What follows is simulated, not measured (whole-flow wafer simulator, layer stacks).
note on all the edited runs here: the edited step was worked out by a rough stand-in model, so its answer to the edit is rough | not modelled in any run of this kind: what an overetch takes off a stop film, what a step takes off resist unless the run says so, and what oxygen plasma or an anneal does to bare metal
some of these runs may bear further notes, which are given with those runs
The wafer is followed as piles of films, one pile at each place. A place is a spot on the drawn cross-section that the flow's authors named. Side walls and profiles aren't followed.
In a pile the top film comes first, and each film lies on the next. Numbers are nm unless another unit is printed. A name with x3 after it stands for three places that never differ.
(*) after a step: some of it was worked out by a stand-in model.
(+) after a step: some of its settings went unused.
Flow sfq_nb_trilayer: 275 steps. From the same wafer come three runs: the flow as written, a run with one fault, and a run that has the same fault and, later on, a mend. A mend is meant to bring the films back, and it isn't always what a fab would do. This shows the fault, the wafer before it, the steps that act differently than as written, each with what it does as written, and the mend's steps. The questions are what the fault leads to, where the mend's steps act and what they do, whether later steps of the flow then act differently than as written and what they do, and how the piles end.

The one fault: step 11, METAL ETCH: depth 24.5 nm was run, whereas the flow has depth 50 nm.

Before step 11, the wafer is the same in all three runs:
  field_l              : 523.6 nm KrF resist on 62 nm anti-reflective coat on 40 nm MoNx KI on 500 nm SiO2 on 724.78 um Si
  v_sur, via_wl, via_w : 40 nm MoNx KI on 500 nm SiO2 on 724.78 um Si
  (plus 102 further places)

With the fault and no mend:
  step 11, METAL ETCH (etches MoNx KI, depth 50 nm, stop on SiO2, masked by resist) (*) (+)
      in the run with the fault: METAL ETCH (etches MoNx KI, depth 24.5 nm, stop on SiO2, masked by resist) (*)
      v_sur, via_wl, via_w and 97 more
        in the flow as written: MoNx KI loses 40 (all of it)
        in the run with the fault: MoNx KI loses 24.5
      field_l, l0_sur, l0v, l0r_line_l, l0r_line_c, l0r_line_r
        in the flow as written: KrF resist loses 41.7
        in the run with the fault: KrF resist loses 20.4
  Steps further on in the flow that do not act as written (not shown: 8 more steps that differ only slightly, by at most 2% or 0.5 nm, whichever is larger):
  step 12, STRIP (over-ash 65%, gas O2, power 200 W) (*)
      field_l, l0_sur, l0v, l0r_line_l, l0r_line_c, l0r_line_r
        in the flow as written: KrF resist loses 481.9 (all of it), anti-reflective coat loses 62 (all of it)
        in the run with the fault: KrF resist loses 503.1 (all of it), anti-reflective coat loses 62 (all of it)
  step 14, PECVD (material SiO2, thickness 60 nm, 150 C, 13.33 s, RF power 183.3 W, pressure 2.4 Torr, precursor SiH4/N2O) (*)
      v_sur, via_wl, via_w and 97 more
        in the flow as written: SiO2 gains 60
        in the run with the fault: SiO2 gains 60 (new film)
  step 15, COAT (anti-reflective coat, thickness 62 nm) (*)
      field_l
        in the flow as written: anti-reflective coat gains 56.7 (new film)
        in the run with the fault: anti-reflective coat gains 58.5 (new film)
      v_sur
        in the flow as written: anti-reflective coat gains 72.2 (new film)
        in the run with the fault: anti-reflective coat gains 68.3 (new film)
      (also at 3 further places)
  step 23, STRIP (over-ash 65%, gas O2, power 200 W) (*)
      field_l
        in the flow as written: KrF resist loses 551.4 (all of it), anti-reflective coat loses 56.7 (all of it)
        in the run with the fault: KrF resist loses 554.7 (all of it), anti-reflective coat loses 58.5 (all of it)
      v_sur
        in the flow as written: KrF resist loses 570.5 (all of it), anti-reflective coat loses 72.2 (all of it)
        in the run with the fault: KrF resist loses 566.1 (all of it), anti-reflective coat loses 68.3 (all of it)
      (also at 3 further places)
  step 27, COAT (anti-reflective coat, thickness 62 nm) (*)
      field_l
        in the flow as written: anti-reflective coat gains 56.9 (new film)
        in the run with the fault: anti-reflective coat gains 58.7 (new film)
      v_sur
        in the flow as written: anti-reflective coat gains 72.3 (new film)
        in the run with the fault: anti-reflective coat gains 68.3 (new film)
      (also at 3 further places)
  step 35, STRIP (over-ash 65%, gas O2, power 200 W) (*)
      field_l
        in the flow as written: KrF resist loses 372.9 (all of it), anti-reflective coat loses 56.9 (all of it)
        in the run with the fault: KrF resist loses 376.6 (all of it), anti-reflective coat loses 58.7 (all of it)
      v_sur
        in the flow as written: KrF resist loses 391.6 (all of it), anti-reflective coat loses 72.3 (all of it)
        in the run with the fault: KrF resist loses 387.9 (all of it), anti-reflective coat loses 68.3 (all of it)
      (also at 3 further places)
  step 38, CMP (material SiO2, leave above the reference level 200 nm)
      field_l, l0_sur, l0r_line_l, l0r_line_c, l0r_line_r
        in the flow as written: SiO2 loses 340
        in the run with the fault: SiO2 loses 324.5
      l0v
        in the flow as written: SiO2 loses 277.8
        in the run with the fault: SiO2 loses 262.3
  By the end, the piles at v_sur, via_wl, via_w and 97 more depart from the flow's by more than 2% or 0.5 nm, whichever is larger.
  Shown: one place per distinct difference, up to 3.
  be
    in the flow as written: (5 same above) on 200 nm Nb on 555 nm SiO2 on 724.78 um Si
    in the run with the fault: (5 same above) on 200 nm Nb on 55 nm SiO2 on 15.5 nm MoNx KI on 500 nm SiO2 on 724.78 um Si
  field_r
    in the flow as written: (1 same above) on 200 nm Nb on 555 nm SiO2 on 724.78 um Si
    in the run with the fault: (1 same above) on 200 nm Nb on 55 nm SiO2 on 15.5 nm MoNx KI on 500 nm SiO2 on 724.78 um Si
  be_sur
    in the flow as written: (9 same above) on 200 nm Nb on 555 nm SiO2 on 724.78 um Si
    in the run with the fault: (9 same above) on 200 nm Nb on 55 nm SiO2 on 15.5 nm MoNx KI on 500 nm SiO2 on 724.78 um Si

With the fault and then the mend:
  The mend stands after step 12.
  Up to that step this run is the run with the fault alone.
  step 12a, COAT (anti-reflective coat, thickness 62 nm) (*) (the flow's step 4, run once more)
      p4_fl x3, p4_w1 x9, p4_g1 x2 and 59 more
        anti-reflective coat gains 62 (new film)
      gap, jj_sur, ce_l and 6 more
        anti-reflective coat gains 63 (new film)
      wire, be, be_sur, r_end, moat, field_r, lsp_l
        anti-reflective coat gains 63.1 (new film)
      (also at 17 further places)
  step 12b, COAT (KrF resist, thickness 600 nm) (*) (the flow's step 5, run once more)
      p4_fl x3, p4_w1 x9, p4_g1 x2 and 59 more
        KrF resist gains 600 (new film)
      jj_sur, ce_l, c5j, ce_r, sp_r, be_r, r_sur, res
        KrF resist gains 604.1 (new film)
      be_sur, gap, r_end
        KrF resist gains 604.2 (new film)
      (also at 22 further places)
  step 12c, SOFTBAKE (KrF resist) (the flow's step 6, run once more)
      leaves every film unchanged at each place that is followed
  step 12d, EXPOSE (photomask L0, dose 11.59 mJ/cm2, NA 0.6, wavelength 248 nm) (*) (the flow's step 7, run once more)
      leaves every film unchanged at each place that is followed
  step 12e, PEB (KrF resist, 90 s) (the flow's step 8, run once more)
      p4_fl x3, p4_w1 x9, p4_g1 x2 and 62 more
        KrF resist loses 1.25
      via_sp, via_v, wire and 17 more
        KrF resist loses 1.26
      v_sur, via_wl, via_w, via_wr, ln_m6, lsp_r, l0r_space_c
        KrF resist loses 1.27
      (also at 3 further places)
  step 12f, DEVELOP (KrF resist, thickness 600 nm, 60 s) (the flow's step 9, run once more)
      p4_fl x3, p4_w1 x9, p4_g1 x2 and 59 more
        KrF resist loses 598.7 (all of it)
      field_l, l0_sur, l0v, l0r_line_l, l0r_line_c, l0r_line_r
        KrF resist loses 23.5
      be_sur, gap, jj_sur, r_sur, res, r_end
        KrF resist loses 602.9 (all of it)
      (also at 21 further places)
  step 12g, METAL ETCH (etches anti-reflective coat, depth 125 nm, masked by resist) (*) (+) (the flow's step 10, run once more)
      p4_fl x3, p4_w1 x9, p4_g1 x2 and 59 more
        anti-reflective coat loses 62 (all of it)
      gap, jj_sur, ce_l and 6 more
        anti-reflective coat loses 63 (all of it)
      wire, be, be_sur, r_end, moat, field_r, lsp_l
        anti-reflective coat loses 63.1 (all of it)
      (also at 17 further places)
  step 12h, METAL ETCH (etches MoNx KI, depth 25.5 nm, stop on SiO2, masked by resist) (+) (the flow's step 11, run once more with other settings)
      v_sur, via_wl, via_w and 97 more
        MoNx KI loses 15.5 (all of it)
      field_l, l0_sur, l0v, l0r_line_l, l0r_line_c, l0r_line_r
        KrF resist loses 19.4
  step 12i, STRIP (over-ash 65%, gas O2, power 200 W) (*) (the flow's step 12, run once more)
      l0r_line_l, l0r_line_c, l0r_line_r
        KrF resist loses 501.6 (all of it), anti-reflective coat loses 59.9 (all of it)
      field_l
        KrF resist loses 498.5 (all of it), anti-reflective coat loses 58.4 (all of it)
      l0_sur
        KrF resist loses 499.7 (all of it), anti-reflective coat loses 56.6 (all of it)
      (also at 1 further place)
  Later steps of the flow that are run all act as written at every place that is followed.
  By the end, the piles equal the flow's at every place that both follow.
